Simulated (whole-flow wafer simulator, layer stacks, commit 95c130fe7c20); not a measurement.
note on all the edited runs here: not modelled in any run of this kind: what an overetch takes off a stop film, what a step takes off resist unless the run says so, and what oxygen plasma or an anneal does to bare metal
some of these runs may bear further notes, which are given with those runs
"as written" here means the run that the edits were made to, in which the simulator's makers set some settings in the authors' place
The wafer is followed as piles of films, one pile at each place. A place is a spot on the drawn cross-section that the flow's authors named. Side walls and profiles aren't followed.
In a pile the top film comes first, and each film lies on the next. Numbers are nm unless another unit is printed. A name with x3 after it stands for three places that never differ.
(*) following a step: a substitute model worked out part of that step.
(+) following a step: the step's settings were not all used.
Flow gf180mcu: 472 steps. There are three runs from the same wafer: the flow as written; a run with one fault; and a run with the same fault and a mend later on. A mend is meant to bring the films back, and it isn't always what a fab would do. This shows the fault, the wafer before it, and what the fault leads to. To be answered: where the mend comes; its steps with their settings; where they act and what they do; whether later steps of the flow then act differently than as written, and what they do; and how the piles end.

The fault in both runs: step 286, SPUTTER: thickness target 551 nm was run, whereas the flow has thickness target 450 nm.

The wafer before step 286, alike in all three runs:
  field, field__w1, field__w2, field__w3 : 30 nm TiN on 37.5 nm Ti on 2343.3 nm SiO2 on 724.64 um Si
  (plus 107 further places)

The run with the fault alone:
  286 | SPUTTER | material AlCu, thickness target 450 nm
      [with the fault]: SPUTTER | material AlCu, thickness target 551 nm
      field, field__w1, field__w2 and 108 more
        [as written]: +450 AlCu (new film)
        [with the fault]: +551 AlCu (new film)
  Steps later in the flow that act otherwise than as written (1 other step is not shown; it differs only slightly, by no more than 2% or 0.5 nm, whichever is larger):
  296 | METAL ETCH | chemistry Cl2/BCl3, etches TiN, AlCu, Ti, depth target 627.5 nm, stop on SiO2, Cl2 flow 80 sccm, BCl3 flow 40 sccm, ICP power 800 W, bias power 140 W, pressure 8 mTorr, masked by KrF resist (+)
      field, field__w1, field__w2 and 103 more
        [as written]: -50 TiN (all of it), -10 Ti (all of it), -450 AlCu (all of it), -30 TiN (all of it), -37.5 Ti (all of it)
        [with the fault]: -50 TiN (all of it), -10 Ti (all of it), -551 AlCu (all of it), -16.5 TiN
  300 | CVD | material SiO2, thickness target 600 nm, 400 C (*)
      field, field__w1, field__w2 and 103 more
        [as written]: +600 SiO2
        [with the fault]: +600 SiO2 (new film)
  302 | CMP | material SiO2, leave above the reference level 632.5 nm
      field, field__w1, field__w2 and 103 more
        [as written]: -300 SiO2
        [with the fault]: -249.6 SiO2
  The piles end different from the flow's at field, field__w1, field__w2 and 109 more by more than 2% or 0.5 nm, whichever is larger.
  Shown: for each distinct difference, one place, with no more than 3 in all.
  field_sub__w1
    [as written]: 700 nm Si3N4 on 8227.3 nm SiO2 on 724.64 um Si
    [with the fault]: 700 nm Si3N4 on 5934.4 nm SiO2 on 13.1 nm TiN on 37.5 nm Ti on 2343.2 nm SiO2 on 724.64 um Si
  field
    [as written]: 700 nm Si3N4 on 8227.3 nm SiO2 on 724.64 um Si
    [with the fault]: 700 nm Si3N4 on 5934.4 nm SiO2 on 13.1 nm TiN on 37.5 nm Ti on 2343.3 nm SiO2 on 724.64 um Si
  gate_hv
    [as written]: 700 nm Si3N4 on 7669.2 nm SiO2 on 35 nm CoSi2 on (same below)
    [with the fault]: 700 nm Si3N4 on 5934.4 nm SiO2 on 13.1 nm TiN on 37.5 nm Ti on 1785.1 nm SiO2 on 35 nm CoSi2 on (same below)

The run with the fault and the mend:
  The mend follows step 286.
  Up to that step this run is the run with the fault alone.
  286a | METAL ETCH | chemistry Cl2/BCl3, etches TiN, AlCu, Ti, depth target 101 nm, Cl2 flow 80 sccm, BCl3 flow 40 sccm, ICP power 800 W, bias power 140 W, pressure 8 mTorr (a further turn of the flow's step 260, with different settings)
      field, field__w1, field__w2 and 108 more
        -101 AlCu
  None of the later steps of the flow acts differently than as written at any place that is followed.
  By the end, the piles equal the flow's at every place that both follow.
